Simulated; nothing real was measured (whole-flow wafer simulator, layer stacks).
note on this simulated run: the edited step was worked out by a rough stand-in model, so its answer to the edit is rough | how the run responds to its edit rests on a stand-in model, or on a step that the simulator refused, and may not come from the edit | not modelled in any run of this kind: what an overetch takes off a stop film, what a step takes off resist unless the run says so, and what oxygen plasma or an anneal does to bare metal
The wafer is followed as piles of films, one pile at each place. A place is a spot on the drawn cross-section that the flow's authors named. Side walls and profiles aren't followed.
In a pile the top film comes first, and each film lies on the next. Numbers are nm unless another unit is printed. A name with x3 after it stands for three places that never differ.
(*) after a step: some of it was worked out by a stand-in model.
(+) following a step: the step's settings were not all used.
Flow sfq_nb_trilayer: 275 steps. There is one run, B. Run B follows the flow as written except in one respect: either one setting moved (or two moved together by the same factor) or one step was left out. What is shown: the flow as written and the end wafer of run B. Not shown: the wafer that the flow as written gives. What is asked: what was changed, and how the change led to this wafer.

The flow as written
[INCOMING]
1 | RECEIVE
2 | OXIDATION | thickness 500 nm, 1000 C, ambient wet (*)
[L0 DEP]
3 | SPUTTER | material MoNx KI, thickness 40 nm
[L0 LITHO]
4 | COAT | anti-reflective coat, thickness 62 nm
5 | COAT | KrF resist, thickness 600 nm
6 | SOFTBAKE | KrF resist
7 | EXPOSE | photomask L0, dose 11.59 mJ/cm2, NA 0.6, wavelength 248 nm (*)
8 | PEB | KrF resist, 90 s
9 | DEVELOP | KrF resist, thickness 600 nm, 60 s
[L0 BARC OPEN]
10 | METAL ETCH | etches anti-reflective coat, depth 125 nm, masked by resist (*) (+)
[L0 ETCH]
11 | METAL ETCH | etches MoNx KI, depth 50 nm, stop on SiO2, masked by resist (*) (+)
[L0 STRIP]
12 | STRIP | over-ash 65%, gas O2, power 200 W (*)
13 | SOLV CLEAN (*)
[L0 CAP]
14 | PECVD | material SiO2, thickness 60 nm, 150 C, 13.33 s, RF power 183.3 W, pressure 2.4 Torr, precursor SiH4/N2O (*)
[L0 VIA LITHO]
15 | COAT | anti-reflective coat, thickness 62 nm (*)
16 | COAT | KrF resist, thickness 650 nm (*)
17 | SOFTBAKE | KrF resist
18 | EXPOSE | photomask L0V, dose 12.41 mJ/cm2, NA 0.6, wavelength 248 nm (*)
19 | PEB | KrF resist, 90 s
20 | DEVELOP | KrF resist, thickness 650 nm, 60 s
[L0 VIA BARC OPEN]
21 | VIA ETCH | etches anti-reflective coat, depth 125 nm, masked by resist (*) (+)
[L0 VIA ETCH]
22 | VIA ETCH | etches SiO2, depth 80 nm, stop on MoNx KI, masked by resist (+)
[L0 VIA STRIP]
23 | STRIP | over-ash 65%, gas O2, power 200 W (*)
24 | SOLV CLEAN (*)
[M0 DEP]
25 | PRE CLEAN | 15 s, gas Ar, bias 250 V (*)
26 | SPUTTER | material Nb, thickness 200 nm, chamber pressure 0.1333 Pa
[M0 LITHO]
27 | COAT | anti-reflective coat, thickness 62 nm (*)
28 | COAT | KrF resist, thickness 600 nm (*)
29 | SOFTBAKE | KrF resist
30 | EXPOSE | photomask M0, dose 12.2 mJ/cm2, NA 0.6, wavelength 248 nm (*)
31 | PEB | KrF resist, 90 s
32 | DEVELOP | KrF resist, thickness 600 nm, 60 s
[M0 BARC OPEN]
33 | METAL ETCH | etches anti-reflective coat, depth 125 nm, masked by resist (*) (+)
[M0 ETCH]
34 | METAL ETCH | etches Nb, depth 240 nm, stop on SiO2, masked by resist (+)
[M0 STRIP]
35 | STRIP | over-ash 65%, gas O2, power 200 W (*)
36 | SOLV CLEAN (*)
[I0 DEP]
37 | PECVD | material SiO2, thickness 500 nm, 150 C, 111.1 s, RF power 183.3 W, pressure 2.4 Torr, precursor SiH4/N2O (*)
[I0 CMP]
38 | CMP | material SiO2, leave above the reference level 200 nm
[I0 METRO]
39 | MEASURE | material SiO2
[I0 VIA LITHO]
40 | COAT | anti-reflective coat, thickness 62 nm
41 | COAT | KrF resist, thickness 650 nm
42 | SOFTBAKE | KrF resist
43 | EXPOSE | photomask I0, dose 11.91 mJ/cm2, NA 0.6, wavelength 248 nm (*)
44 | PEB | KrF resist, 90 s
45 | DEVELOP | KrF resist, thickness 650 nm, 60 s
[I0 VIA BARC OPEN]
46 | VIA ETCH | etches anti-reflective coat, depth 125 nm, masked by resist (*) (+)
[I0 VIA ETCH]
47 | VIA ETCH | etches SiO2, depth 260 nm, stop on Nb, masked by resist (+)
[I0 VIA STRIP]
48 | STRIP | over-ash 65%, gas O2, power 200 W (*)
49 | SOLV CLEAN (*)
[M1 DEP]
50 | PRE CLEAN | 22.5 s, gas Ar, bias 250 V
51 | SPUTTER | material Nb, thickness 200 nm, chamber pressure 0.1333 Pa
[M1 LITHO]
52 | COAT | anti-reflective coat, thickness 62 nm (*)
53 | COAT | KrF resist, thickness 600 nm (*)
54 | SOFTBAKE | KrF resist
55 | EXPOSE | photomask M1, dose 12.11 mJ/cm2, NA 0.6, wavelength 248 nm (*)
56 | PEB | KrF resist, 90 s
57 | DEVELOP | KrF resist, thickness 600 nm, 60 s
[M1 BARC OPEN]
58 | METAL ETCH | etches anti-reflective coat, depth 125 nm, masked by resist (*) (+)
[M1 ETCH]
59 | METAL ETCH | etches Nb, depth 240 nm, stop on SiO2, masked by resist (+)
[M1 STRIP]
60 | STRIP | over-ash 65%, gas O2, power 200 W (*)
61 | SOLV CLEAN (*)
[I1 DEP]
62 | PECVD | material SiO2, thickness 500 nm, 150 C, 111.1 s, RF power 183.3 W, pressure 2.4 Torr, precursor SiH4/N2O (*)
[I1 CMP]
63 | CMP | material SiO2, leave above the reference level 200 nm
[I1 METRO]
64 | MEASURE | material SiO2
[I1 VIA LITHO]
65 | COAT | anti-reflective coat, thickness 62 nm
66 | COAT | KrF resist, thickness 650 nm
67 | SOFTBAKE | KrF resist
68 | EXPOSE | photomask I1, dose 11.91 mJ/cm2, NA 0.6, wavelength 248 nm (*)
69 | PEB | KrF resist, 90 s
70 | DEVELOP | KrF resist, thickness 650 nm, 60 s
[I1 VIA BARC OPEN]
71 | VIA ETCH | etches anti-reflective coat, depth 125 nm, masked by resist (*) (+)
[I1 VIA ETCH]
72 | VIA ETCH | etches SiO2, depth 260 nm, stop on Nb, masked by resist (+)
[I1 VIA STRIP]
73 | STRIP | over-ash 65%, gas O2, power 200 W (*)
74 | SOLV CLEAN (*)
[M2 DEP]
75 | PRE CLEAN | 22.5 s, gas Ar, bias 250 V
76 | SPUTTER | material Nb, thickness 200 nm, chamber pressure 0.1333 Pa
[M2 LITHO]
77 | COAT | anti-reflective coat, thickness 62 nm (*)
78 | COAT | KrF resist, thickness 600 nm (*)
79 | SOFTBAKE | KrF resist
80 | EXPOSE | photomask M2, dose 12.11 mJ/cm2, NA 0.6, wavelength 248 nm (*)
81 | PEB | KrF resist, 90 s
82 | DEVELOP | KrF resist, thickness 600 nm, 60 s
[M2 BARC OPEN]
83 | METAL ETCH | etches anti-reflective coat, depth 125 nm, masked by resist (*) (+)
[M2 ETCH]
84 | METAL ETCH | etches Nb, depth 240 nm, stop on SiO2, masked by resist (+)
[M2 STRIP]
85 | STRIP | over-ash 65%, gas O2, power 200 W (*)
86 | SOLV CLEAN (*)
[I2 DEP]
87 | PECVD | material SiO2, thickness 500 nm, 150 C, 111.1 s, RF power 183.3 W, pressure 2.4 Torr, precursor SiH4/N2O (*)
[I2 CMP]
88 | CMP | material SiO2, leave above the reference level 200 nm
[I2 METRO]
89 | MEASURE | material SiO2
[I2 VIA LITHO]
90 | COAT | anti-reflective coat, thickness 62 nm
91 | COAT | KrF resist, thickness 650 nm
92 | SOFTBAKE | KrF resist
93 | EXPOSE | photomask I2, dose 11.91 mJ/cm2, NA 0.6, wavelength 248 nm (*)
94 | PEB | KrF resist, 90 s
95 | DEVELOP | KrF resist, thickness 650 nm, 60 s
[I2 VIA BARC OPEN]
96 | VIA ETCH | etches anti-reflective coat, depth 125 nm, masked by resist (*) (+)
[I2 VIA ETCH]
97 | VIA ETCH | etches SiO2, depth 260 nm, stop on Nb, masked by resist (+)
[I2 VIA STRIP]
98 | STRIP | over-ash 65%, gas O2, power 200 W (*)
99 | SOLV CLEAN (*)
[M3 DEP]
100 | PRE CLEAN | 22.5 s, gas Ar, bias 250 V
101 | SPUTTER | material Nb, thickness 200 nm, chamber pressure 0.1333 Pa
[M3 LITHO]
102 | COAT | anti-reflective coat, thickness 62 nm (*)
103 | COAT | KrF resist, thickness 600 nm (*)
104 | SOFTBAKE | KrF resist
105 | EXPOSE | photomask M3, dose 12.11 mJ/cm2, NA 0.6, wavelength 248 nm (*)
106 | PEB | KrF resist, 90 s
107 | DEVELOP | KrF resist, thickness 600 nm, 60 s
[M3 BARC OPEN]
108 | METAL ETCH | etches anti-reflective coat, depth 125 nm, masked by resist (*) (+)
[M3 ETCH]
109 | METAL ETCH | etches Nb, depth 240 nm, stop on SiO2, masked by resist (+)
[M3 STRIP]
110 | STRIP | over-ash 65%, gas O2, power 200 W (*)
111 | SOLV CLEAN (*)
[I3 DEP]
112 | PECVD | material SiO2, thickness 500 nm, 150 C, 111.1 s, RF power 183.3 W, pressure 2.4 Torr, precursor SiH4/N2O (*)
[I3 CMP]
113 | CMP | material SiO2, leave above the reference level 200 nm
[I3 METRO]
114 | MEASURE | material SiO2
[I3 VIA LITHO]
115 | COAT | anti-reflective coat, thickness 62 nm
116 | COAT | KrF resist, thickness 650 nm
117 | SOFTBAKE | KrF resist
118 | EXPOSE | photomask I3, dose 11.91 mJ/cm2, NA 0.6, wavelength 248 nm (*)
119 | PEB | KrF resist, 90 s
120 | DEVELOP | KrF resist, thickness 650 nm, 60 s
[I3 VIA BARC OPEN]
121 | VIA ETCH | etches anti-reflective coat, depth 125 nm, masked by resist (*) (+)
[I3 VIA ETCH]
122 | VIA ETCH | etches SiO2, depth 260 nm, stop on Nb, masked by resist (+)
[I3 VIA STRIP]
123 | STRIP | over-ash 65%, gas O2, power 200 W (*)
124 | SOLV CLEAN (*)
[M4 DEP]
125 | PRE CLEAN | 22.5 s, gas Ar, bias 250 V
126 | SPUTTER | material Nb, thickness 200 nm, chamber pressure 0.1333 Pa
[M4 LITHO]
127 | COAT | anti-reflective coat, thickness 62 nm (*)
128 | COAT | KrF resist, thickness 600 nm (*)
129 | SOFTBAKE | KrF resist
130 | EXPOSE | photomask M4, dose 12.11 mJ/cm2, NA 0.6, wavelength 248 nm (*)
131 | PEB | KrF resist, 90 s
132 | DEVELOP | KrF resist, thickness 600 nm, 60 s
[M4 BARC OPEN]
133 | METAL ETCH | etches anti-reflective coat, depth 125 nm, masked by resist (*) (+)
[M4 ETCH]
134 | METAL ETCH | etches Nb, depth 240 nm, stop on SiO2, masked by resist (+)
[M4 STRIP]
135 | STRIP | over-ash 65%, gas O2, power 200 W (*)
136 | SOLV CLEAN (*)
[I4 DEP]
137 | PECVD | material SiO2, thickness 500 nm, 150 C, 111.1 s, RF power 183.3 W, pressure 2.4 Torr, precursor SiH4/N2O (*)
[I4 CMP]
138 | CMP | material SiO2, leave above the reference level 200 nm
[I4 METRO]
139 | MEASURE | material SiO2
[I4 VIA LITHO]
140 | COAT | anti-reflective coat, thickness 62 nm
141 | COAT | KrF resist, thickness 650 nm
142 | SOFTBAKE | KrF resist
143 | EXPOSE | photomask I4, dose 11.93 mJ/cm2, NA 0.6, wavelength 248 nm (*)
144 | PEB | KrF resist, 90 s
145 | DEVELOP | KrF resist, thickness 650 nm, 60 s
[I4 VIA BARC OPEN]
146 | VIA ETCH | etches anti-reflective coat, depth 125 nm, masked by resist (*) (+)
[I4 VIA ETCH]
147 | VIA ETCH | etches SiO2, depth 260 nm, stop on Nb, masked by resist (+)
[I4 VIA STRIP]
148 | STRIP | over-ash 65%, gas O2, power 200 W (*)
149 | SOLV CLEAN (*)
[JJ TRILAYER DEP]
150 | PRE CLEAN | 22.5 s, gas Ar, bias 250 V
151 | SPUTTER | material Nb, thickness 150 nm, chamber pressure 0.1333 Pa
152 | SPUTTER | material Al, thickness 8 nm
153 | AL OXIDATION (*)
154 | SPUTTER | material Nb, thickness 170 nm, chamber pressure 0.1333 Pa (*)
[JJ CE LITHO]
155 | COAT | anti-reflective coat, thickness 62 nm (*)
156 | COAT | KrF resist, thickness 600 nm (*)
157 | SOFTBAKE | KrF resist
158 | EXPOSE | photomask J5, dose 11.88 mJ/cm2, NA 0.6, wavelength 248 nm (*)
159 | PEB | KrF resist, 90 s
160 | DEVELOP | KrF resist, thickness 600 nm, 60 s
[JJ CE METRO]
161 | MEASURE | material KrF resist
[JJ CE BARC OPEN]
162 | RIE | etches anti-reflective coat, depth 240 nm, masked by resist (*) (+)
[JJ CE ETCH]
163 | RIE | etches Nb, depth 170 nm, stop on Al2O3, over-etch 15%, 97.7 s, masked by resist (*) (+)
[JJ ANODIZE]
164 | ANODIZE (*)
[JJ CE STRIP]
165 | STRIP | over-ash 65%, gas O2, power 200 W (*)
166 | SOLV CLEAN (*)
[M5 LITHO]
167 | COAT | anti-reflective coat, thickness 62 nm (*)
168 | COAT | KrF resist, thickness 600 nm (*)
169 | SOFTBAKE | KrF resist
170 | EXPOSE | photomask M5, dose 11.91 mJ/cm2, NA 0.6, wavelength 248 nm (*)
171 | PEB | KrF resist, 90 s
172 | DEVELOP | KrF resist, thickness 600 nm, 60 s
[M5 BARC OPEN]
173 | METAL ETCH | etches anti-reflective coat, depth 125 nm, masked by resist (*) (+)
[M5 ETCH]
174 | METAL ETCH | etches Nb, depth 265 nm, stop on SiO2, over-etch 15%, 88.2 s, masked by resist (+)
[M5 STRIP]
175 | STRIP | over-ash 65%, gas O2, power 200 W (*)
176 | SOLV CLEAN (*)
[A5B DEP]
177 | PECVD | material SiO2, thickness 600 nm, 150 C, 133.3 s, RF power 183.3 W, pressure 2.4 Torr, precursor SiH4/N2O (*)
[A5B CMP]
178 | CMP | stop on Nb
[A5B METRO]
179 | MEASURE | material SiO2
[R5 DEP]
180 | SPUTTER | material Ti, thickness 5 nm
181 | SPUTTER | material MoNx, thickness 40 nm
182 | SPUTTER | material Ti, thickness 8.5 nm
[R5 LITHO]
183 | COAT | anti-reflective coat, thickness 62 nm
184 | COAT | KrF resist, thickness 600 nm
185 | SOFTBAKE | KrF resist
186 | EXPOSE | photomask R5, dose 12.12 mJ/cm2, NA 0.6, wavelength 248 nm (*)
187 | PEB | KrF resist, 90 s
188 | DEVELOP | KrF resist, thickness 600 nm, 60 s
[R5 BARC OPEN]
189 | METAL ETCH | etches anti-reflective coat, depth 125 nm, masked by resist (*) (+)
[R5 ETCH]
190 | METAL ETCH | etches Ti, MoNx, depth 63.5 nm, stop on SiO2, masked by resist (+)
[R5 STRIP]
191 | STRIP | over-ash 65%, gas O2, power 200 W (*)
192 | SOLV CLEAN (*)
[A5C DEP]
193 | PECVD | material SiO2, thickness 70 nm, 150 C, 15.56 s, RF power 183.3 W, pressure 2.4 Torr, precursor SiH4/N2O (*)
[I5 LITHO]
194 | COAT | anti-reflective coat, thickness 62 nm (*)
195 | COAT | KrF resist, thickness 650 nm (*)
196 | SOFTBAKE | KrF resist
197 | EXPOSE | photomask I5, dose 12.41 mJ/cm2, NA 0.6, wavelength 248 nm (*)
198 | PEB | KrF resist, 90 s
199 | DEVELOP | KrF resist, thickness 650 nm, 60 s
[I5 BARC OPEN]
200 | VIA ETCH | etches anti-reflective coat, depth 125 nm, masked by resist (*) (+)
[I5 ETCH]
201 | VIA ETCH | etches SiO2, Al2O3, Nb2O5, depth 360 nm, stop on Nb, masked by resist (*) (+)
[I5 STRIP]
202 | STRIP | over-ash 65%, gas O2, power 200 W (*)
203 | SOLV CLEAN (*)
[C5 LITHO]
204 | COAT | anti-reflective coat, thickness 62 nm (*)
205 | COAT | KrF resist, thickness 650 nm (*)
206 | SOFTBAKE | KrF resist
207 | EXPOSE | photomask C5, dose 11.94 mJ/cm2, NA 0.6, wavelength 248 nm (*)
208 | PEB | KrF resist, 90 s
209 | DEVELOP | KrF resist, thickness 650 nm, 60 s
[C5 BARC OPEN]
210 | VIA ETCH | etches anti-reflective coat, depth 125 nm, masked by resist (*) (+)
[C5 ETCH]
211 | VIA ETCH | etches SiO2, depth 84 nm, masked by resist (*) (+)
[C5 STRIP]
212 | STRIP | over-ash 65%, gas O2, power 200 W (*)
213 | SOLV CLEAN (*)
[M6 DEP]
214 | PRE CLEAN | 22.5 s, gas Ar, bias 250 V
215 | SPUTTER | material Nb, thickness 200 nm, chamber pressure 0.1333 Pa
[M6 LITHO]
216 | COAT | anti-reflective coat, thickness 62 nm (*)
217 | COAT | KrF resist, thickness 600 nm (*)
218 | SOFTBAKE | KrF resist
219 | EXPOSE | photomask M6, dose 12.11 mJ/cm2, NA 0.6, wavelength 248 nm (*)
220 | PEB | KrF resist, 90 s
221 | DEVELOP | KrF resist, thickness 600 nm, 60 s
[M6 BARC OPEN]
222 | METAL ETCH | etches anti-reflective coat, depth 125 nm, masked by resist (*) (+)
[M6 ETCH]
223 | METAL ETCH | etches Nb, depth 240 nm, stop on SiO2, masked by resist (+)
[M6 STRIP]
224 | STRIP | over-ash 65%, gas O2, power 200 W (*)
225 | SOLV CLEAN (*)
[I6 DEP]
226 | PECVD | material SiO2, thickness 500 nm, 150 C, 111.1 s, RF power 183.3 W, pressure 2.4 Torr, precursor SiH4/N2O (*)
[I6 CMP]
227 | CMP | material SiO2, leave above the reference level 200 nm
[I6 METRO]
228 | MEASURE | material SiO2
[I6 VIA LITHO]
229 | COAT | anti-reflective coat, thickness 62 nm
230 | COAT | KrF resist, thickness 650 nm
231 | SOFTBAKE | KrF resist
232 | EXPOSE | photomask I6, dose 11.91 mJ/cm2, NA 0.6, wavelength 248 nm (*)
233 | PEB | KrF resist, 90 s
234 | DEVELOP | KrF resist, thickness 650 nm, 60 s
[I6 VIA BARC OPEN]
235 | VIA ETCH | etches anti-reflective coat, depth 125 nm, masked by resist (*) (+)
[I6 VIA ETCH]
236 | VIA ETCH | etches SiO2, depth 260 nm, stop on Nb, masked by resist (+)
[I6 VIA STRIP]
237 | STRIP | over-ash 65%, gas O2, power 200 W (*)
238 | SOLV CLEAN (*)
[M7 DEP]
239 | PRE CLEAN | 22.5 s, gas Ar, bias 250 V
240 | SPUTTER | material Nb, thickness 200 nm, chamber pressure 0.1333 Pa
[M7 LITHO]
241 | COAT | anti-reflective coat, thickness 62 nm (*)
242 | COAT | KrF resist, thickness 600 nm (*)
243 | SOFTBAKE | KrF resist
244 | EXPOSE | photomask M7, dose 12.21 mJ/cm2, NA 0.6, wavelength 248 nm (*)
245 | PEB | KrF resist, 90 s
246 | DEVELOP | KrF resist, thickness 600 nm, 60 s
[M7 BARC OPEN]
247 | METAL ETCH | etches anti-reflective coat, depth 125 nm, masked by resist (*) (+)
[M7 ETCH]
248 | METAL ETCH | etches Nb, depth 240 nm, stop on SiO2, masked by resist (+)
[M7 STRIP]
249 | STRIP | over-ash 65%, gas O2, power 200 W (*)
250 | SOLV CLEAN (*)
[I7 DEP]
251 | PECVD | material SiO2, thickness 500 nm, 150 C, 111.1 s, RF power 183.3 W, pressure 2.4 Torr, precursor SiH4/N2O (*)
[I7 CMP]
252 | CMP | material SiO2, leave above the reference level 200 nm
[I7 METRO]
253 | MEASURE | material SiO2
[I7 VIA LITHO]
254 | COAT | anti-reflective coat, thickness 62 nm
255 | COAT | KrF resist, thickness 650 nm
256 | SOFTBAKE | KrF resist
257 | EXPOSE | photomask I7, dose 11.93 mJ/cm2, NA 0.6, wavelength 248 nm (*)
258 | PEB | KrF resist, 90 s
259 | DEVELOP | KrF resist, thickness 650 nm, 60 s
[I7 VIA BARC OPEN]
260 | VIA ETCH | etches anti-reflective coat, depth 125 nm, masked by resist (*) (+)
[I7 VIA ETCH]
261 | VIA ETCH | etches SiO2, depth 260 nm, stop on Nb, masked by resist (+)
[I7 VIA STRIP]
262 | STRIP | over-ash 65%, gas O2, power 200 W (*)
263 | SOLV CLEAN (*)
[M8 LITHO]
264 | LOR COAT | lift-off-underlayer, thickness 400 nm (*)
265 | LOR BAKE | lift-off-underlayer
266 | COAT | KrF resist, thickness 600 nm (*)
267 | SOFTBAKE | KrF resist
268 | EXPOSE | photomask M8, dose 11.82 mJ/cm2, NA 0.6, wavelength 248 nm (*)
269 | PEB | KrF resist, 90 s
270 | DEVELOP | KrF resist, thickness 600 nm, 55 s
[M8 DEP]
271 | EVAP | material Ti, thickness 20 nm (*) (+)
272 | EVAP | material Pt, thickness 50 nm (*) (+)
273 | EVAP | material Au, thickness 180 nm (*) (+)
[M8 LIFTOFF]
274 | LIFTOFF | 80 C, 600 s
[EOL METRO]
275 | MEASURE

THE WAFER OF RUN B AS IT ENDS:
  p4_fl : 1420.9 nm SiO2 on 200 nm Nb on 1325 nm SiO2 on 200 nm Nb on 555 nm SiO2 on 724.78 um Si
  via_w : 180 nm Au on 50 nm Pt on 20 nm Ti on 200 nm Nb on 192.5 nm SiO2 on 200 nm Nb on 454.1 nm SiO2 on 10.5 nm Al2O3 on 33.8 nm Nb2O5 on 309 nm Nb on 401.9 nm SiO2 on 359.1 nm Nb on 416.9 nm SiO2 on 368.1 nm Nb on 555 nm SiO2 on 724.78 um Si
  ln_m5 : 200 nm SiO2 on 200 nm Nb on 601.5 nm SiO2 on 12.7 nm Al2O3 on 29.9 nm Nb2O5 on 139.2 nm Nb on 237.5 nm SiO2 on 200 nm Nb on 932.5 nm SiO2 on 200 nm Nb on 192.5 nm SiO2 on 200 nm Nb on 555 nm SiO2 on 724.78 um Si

The reason: step 112, PECVD: thickness 355 nm was run, whereas the flow has thickness 500 nm; step 112, PECVD: 78.89 s was run, where the flow has 111.1 s.

The path from the change to this, step by step:
  112 | PECVD | material SiO2, thickness 500 nm, 150 C, 111.1 s, RF power 183.3 W, pressure 2.4 Torr, precursor SiH4/N2O (*)
      field_l, be, be_sur and 64 more: +355 SiO2 (it would be, as written: +500 SiO2)
      v_sur, via_wl, via_wr and 27 more: +355 SiO2 (new film) (it would be, as written: +500 SiO2 (new film))
      (as well as at 9 more places)
  113 | CMP | material SiO2, leave above the reference level 200 nm
      field_l, be, be_sur and 64 more: nothing (it would be, as written: -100 SiO2)
      p4_g1, p4_g2, p3_s0, p3_s1, p3_s2, p3_s3, p3_s4, p3_s5: nothing (it would be, as written: -157.1 SiO2)
      (as well as at 31 more places)
  115 | COAT | anti-reflective coat, thickness 62 nm
      p3_fr, m0r_space_l, m0r_space_r, m6r_space_l, m6r_space_r, m7r_space_l, m7r_space_r: +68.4 anti-reflective coat (new film) (it would be, as written: +62 anti-reflective coat (new film))
      m0r_line_l, m0r_line_r, m6r_line_l, m6r_line_r, m7r_line_l, m7r_line_r: +63.3 anti-reflective coat (new film) (it would be, as written: +62 anti-reflective coat (new film))
      (as well as at 61 more places)
  116 | COAT | KrF resist, thickness 650 nm
      v_sur: +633 KrF resist (new film) (it would be, as written: +650 KrF resist (new film))
      via_wl: +635 KrF resist (new film) (it would be, as written: +650 KrF resist (new film))
      (as well as at 11 more places)
  120 | DEVELOP | KrF resist, thickness 650 nm, 60 s
      via_v: -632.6 KrF resist (all of it) (it would be, as written: -648.6 KrF resist (all of it))
  121 | VIA ETCH | etches anti-reflective coat, depth 125 nm, masked by resist (*) (+)
      field_l, v_sur, via_wl and 102 more: -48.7 KrF resist (it would be, as written: -51.7 KrF resist)
      via_v: -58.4 anti-reflective coat (all of it), -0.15 SiO2 (it would be, as written: -62 anti-reflective coat (all of it), -0.16 SiO2)
  123 | STRIP | over-ash 65%, gas O2, power 200 W (*)
      m0r_line_l, m0r_line_r, m6r_line_l, m6r_line_r, m7r_line_l, m7r_line_r: -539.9 KrF resist (all of it), -63.3 anti-reflective coat (all of it) (it would be, as written: -528.6 KrF resist (all of it), -62 anti-reflective coat (all of it))
      m0r_space_l, m0r_space_r, m6r_space_l, m6r_space_r, m7r_space_l, m7r_space_r: -536.5 KrF resist (all of it), -68.4 anti-reflective coat (all of it) (it would be, as written: -528.6 KrF resist (all of it), -62 anti-reflective coat (all of it))
      (as well as at 62 more places)
  127 | COAT | anti-reflective coat, thickness 62 nm (*)
      p3_l1, p3_l2, p3_l3, p3_l4, p3_l5, p3_l6: +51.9 anti-reflective coat (new film) (it would be, as written: +62 anti-reflective coat (new film))
      p3_s1, p3_s2, p3_s3, p3_s4: +74 anti-reflective coat (new film) (it would be, as written: +62 anti-reflective coat (new film))
      (as well as at 57 more places)
  128 | COAT | KrF resist, thickness 600 nm (*)
      p3_l2, p3_l3: +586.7 KrF resist (new film) (it would be, as written: +600 KrF resist (new film))
      v_sur: +581 KrF resist (new film) (it would be, as written: +597.6 KrF resist (new film))
      (as well as at 15 more places)
  132 | DEVELOP | KrF resist, thickness 600 nm, 60 s
      wl_d_sl: -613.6 KrF resist (all of it) (it would be, as written: -598.7 KrF resist (all of it))
      wl_d_m1: -614.9 KrF resist (all of it) (it would be, as written: -598.7 KrF resist (all of it))
      (as well as at 3 more places)
  133 | METAL ETCH | etches anti-reflective coat, depth 125 nm, masked by resist (*) (+)
      v_sur, via_wl, via_w and 36 more: -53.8 KrF resist (it would be, as written: -51.7 KrF resist)
      p3_s1, p3_s2, p3_s3, p3_s4: -74 anti-reflective coat (all of it) (it would be, as written: -62 anti-reflective coat (all of it))
      (as well as at 33 more places)
  135 | STRIP | over-ash 65%, gas O2, power 200 W (*)
      p3_l2, p3_l3: -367 KrF resist (all of it), -51.9 anti-reflective coat (all of it) (it would be, as written: -382.4 KrF resist (all of it), -62 anti-reflective coat (all of it))
      v_sur: -361.3 KrF resist (all of it), -51.4 anti-reflective coat (all of it) (it would be, as written: -379.9 KrF resist (all of it), -61.4 anti-reflective coat (all of it))
      (as well as at 27 more places)
  137 | PECVD | material SiO2, thickness 500 nm, 150 C, 111.1 s, RF power 183.3 W, pressure 2.4 Torr, precursor SiH4/N2O (*)
      p3_s0, p3_s1, p3_s2, p3_s3, p3_s4, p3_s5: +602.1 SiO2 (it would be, as written: +557.1 SiO2)
  138 | CMP | material SiO2, leave above the reference level 200 nm
      field_l, be, be_sur and 55 more: -55 SiO2 (it would be, as written: -100 SiO2)
      ln_m5, lsp_m, ln_m6, p4_fl, p4_fm, p4_g1, p4_g2, p4_fr: -255 SiO2 (it would be, as written: -300 SiO2)
      (as well as at 4 more places)
  147 | VIA ETCH | etches SiO2, depth 260 nm, stop on Nb, masked by resist (+)
      via_w: -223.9 SiO2 (all of it) (it would be, as written: -199.8 SiO2 (all of it))
  151 | SPUTTER | material Nb, thickness 150 nm, chamber pressure 0.1333 Pa
      via_w: +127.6 Nb (it would be, as written: +130.4 Nb)
  ... another 11 steps ...
  178 | CMP | stop on Nb
      via_w: -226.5 SiO2 (it would be, as written: -235.2 SiO2)
